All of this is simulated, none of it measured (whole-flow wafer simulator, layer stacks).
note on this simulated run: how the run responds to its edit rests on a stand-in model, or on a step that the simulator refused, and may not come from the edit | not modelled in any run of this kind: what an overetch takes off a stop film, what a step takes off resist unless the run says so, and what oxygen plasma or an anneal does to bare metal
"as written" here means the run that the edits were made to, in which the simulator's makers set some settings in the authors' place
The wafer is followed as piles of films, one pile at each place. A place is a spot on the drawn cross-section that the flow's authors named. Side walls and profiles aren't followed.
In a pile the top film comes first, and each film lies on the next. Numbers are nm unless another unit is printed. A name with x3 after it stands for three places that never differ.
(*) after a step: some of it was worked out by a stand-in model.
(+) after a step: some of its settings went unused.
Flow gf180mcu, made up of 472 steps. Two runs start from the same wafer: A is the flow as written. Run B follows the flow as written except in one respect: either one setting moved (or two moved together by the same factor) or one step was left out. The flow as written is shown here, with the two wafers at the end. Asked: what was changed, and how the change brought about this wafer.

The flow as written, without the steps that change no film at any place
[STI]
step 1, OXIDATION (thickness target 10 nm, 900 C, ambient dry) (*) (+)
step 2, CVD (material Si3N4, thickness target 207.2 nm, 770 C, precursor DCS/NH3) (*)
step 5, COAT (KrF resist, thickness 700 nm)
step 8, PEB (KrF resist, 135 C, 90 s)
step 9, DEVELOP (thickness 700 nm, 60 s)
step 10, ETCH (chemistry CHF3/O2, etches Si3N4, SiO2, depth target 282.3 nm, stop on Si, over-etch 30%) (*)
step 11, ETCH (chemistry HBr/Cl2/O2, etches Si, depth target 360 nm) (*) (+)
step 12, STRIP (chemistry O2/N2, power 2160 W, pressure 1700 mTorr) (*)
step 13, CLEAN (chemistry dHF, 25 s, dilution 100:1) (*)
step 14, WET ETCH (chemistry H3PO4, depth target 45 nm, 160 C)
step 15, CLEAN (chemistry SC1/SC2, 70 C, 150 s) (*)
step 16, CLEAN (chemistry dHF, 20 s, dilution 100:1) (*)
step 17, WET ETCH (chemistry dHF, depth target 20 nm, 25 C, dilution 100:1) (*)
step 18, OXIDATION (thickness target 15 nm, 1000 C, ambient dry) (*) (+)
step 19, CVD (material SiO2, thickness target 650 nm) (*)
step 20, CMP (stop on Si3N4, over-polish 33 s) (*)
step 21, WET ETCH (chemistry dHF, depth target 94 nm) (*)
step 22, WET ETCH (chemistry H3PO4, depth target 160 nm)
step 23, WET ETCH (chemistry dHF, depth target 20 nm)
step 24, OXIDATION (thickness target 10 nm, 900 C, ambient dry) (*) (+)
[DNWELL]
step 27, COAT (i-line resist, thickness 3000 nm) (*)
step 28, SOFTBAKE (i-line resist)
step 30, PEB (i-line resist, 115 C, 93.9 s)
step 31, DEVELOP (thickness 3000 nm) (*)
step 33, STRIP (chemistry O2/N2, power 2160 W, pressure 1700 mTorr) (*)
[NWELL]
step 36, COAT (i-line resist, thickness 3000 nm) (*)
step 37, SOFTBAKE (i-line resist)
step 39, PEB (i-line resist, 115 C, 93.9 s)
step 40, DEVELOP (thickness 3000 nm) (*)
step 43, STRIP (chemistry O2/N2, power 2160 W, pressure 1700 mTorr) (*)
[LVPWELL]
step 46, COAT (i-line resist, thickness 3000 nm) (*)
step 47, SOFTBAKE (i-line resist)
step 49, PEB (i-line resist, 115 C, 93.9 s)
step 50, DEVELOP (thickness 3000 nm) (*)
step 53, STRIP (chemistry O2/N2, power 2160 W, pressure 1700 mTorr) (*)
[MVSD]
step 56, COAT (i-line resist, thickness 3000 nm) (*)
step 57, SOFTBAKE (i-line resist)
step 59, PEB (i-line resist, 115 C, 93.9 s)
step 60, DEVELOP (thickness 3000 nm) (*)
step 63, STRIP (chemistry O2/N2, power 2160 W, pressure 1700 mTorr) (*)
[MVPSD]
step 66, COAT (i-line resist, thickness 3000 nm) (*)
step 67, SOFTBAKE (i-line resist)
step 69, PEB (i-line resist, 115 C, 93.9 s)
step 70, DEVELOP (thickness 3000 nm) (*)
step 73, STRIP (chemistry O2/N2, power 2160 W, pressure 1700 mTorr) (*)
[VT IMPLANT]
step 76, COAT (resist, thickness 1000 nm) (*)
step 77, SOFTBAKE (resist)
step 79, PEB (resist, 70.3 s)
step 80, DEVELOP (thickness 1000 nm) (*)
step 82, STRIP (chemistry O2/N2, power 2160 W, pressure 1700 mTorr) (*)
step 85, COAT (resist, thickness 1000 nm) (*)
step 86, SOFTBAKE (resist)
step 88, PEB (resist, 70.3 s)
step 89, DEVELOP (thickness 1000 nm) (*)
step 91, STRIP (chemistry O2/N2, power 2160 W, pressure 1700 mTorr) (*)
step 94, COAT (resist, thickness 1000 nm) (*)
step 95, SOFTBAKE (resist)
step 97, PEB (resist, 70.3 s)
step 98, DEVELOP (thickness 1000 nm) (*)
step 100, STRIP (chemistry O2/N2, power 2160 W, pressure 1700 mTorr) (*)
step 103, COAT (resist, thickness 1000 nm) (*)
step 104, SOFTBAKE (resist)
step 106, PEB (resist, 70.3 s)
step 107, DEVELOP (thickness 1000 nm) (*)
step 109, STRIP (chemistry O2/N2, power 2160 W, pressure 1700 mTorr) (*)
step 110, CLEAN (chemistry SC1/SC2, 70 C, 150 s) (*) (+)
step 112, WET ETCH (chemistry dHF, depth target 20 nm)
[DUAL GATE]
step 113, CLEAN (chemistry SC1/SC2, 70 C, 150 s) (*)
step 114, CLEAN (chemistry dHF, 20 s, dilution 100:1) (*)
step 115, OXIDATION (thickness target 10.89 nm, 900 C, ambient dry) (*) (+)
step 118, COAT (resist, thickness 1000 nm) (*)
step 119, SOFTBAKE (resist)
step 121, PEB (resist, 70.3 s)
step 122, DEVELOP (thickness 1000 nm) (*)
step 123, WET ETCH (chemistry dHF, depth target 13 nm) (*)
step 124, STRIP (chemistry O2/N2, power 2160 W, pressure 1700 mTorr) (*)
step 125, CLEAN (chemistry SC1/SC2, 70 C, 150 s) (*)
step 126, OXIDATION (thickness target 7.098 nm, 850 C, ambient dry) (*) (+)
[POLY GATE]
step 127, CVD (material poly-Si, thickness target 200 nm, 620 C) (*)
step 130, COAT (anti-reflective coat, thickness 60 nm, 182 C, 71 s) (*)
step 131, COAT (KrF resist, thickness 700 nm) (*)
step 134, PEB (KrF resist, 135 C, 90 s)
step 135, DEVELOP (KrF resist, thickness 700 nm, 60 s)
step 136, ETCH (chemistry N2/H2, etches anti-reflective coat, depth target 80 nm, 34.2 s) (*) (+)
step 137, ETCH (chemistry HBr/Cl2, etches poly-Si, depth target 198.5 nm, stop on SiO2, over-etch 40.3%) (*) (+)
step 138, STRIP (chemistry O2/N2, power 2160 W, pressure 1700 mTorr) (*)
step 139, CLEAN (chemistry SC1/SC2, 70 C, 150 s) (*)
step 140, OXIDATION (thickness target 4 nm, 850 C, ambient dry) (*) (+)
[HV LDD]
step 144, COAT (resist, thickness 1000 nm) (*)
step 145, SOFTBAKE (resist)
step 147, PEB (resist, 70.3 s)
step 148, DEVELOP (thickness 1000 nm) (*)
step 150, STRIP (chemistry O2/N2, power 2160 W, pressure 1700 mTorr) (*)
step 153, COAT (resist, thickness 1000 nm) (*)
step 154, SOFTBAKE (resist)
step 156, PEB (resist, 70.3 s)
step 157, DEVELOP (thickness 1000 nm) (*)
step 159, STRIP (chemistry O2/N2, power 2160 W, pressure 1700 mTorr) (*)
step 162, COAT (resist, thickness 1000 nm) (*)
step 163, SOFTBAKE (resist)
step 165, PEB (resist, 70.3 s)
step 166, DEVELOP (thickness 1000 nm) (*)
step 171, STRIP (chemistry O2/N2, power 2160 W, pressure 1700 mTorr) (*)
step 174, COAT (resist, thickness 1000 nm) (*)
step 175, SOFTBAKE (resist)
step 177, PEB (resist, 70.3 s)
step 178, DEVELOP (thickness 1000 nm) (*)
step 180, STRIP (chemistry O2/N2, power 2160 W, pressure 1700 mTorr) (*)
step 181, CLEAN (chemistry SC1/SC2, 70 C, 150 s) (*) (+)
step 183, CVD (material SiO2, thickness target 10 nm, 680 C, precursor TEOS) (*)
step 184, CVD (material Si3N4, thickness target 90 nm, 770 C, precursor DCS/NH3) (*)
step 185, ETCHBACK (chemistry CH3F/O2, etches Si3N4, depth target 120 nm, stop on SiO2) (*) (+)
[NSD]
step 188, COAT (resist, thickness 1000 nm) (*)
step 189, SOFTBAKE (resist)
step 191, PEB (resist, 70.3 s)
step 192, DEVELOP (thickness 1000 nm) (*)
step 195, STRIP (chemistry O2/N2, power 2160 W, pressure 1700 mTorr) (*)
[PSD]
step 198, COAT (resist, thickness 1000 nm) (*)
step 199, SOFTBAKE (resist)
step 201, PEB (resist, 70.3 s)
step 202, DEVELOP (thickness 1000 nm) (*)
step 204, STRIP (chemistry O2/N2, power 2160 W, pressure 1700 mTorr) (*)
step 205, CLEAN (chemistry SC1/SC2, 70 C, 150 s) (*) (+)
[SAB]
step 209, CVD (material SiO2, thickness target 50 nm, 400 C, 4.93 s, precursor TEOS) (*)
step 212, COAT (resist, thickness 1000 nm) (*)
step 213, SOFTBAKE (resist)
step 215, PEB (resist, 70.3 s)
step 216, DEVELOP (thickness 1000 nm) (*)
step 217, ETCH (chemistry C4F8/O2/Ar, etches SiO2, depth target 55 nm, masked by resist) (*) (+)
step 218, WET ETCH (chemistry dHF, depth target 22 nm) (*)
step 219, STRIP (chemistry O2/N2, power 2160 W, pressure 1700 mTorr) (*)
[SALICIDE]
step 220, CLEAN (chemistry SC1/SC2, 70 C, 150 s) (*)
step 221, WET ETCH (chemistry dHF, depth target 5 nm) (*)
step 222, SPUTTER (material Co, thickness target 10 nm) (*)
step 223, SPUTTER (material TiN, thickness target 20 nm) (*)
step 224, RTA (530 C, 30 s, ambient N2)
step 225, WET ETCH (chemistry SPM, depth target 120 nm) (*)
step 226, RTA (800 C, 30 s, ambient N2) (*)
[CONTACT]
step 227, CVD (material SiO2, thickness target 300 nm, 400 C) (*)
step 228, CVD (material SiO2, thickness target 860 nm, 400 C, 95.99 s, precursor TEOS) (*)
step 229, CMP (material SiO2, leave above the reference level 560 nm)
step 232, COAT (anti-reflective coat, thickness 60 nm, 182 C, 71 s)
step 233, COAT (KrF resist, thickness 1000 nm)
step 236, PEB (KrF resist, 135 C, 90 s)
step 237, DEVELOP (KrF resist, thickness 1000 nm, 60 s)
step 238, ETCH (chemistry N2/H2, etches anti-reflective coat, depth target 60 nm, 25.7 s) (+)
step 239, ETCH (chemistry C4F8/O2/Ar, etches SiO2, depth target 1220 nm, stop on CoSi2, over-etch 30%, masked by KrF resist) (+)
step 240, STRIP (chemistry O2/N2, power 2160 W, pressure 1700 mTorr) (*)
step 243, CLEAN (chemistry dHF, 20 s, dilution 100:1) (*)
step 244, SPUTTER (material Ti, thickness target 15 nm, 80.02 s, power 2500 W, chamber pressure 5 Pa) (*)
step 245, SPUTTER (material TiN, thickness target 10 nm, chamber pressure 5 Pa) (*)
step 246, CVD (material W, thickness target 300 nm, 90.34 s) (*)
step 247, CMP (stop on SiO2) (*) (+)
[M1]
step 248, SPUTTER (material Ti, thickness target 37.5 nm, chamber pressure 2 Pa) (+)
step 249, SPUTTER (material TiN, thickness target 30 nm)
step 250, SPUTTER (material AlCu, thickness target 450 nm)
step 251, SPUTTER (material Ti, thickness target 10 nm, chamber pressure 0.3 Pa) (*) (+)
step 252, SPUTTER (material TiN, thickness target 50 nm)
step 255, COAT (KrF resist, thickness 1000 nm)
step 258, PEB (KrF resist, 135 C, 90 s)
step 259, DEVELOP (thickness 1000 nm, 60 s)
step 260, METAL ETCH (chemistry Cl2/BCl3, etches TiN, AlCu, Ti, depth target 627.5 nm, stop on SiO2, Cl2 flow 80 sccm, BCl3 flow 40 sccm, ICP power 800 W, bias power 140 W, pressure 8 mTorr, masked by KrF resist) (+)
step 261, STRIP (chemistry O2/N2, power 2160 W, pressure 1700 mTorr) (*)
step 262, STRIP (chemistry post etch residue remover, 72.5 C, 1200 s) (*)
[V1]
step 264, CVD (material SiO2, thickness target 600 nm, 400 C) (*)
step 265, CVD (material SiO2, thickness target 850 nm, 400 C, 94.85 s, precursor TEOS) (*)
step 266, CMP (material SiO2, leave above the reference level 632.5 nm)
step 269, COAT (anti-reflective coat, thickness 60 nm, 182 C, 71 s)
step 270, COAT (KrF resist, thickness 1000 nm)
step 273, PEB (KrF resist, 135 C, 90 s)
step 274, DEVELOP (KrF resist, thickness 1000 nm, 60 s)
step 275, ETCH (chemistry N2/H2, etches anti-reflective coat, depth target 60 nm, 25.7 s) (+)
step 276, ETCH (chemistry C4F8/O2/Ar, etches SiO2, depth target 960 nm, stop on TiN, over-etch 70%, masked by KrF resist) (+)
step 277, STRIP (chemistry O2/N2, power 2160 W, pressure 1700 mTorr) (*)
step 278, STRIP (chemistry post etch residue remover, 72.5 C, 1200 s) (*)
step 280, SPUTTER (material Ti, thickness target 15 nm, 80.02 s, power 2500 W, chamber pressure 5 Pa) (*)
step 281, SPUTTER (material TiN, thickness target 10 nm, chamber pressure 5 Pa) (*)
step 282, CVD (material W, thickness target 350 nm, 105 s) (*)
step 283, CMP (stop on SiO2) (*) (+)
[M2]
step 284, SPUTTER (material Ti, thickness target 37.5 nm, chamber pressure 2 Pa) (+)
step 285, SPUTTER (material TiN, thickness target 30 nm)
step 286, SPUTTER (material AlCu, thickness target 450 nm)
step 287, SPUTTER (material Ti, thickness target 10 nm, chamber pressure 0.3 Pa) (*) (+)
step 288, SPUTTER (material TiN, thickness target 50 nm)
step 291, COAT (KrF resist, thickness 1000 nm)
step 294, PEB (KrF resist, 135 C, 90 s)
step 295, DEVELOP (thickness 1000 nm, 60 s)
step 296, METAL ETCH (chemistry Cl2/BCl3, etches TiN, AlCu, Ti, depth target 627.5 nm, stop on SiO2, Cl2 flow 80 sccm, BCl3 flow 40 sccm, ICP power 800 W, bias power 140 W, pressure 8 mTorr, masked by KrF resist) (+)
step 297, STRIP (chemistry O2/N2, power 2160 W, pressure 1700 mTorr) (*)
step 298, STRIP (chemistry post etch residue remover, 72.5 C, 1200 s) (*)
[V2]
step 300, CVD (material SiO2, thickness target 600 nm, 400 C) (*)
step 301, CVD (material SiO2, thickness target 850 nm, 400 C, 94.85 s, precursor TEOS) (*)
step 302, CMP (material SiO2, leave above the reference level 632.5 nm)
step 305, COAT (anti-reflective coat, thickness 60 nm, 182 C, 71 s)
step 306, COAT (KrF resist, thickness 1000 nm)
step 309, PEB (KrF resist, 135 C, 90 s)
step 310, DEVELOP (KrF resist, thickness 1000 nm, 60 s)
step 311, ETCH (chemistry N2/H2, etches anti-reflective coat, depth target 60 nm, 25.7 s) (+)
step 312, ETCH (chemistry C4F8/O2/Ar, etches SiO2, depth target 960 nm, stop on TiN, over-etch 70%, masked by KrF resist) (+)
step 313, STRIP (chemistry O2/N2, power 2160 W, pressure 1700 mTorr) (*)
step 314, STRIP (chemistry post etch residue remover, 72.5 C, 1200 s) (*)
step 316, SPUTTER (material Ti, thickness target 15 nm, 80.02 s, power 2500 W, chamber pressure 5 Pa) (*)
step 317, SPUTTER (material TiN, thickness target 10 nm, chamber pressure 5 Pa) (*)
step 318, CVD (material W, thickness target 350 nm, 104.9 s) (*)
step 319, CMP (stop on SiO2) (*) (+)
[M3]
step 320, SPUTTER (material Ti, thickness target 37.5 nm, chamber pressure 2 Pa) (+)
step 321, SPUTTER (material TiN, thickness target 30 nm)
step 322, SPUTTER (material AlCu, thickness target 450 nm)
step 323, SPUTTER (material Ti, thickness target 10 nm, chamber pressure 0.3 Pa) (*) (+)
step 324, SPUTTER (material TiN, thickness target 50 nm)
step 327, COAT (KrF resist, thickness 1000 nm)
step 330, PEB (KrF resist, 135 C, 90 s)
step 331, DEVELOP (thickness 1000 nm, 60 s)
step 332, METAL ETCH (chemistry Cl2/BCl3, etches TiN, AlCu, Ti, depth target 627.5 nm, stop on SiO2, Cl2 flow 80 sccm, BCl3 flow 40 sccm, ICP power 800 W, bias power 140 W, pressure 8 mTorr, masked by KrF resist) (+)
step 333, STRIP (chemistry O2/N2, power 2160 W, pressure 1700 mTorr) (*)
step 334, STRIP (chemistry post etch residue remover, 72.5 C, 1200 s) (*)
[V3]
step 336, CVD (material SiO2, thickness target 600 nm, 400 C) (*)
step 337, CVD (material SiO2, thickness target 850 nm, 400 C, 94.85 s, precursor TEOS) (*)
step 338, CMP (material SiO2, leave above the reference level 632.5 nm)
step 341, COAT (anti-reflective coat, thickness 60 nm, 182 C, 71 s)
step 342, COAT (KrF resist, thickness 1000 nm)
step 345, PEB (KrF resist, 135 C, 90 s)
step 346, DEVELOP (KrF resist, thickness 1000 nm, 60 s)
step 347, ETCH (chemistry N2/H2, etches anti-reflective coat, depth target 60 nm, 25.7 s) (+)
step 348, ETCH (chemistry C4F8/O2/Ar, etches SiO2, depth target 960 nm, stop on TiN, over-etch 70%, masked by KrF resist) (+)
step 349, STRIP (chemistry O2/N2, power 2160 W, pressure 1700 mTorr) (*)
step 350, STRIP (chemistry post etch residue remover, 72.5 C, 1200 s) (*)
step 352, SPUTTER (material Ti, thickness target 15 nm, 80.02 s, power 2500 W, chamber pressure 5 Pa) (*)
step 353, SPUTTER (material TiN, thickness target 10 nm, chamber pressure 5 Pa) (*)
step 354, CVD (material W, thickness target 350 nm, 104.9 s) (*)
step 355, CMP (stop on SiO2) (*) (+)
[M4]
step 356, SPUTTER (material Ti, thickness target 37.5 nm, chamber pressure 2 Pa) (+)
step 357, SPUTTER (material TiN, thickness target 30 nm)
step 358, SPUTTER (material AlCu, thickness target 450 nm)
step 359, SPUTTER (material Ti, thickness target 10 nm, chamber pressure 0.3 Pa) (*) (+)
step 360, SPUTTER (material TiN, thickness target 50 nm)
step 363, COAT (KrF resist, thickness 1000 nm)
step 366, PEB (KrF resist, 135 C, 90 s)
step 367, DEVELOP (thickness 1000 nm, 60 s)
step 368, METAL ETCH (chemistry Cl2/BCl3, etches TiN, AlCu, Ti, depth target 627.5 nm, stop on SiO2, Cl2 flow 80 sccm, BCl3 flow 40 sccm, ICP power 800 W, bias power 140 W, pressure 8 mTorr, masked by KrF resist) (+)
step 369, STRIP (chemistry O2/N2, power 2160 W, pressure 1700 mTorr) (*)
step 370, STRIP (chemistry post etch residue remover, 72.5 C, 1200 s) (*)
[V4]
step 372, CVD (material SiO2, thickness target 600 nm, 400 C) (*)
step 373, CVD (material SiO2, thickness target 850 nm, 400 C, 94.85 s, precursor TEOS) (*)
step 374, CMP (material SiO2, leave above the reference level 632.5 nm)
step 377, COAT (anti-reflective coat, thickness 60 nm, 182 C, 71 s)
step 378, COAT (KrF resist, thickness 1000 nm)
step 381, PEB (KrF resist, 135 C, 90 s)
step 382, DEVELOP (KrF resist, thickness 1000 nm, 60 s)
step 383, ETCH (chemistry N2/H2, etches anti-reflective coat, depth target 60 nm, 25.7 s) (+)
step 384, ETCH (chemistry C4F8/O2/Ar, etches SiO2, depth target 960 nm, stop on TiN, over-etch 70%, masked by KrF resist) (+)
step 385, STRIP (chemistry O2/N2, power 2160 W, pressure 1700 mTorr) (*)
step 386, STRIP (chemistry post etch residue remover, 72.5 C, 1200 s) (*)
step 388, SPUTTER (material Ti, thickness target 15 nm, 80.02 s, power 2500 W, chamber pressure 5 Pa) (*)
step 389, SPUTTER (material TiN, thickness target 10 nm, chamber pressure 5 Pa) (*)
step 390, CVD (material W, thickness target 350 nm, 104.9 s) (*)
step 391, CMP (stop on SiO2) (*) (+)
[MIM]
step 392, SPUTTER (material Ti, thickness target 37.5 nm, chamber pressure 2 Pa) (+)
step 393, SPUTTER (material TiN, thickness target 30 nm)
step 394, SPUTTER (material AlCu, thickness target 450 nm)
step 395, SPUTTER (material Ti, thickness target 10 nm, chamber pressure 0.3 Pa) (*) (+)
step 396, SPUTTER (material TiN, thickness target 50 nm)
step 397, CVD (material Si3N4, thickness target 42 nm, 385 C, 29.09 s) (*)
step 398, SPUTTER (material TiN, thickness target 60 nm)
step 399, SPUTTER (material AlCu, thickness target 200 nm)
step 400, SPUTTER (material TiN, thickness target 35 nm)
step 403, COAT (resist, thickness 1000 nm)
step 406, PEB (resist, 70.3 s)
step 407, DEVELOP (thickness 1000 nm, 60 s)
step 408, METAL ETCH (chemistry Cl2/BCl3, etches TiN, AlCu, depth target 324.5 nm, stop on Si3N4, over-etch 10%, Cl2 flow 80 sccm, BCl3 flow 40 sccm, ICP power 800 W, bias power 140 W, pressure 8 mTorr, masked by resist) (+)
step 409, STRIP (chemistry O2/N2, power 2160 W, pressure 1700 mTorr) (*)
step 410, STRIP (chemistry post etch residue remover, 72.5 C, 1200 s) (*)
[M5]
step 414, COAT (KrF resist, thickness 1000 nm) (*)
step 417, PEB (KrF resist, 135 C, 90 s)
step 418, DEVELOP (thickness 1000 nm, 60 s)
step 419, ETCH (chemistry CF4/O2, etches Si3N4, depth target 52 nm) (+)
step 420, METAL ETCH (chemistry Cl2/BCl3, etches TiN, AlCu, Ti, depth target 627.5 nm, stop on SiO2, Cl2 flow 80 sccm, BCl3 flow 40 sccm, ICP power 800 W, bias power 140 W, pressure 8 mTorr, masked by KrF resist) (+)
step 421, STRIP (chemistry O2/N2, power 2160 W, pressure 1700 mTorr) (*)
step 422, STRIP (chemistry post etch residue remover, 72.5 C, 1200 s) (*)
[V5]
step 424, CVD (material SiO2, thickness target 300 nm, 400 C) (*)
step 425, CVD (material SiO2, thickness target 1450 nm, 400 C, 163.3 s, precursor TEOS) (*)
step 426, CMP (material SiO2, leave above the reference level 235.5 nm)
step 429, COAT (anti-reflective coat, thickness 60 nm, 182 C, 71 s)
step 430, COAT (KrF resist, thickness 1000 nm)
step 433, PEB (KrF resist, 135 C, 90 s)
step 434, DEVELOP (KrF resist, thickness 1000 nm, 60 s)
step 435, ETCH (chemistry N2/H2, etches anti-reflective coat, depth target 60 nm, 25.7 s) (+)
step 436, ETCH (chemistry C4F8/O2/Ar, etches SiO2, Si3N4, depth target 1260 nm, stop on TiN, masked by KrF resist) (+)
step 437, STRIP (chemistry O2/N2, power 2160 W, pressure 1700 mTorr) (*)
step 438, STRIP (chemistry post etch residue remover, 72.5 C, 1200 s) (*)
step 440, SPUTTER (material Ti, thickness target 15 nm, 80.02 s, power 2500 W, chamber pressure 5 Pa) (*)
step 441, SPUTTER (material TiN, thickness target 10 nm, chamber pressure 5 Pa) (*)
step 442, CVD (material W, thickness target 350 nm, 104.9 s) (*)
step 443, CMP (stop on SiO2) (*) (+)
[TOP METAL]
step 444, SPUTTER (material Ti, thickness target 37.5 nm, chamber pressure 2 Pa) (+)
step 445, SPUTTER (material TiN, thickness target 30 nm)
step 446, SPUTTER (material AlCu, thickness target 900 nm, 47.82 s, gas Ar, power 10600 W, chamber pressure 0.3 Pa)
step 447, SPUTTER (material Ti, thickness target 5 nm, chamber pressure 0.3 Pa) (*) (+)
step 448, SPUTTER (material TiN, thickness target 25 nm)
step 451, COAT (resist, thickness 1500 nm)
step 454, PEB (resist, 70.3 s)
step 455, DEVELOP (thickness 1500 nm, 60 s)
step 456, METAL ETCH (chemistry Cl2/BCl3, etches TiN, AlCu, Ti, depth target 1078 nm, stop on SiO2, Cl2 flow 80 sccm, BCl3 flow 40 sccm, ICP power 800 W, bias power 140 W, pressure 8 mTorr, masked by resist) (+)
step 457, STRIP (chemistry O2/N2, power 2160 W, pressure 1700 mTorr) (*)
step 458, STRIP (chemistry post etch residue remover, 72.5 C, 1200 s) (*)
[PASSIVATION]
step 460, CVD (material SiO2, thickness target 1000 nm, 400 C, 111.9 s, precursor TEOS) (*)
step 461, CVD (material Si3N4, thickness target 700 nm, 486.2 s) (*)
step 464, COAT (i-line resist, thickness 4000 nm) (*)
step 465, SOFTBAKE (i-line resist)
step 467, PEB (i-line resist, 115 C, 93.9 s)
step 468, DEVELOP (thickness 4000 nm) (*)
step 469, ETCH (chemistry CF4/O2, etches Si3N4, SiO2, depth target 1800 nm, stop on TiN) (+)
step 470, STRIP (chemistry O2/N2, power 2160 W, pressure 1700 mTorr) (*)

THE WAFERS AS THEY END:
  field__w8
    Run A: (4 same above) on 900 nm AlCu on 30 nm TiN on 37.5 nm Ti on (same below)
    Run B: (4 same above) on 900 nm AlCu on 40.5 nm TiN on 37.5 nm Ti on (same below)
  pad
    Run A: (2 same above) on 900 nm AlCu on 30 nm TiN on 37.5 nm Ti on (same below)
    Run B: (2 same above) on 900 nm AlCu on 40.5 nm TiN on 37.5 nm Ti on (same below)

What caused this: step 445, SPUTTER: thickness target 40.5 nm was run, though the flow has thickness target 30 nm.
The wafer itself shows it: field__w8 has TiN 40.5, and step 445 as written asks for 30 nm.

Step by step, how the change led to this:
  step 445, SPUTTER (material TiN, thickness target 30 nm)
      field, field__w1, field__w2 and 109 more: A TiN gains 30 (new film) | B TiN gains 40.5 (new film)
  step 456, METAL ETCH (chemistry Cl2/BCl3, etches TiN, AlCu, Ti, depth target 1078 nm, stop on SiO2, Cl2 flow 80 sccm, BCl3 flow 40 sccm, ICP power 800 W, bias power 140 W, pressure 8 mTorr, masked by resist) (+)
      field, field__w1, field__w2 and 103 more: A TiN loses 25 (all of it), Ti loses 5 (all of it), AlCu loses 900 (all of it), TiN loses 30 (all of it), Ti loses 37.5 (all of it) | B TiN loses 25 (all of it), Ti loses 5 (all of it), AlCu loses 900 (all of it), TiN loses 40.5 (all of it), Ti loses 37.5 (all of it)
  step 465, SOFTBAKE (i-line resist)
      gate: A i-line resist gains 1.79 | B i-line resist loses 0.28
      field__w11, field__w13: A i-line resist gains 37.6 | B i-line resist gains 31.5
      (as well as at 57 more places)
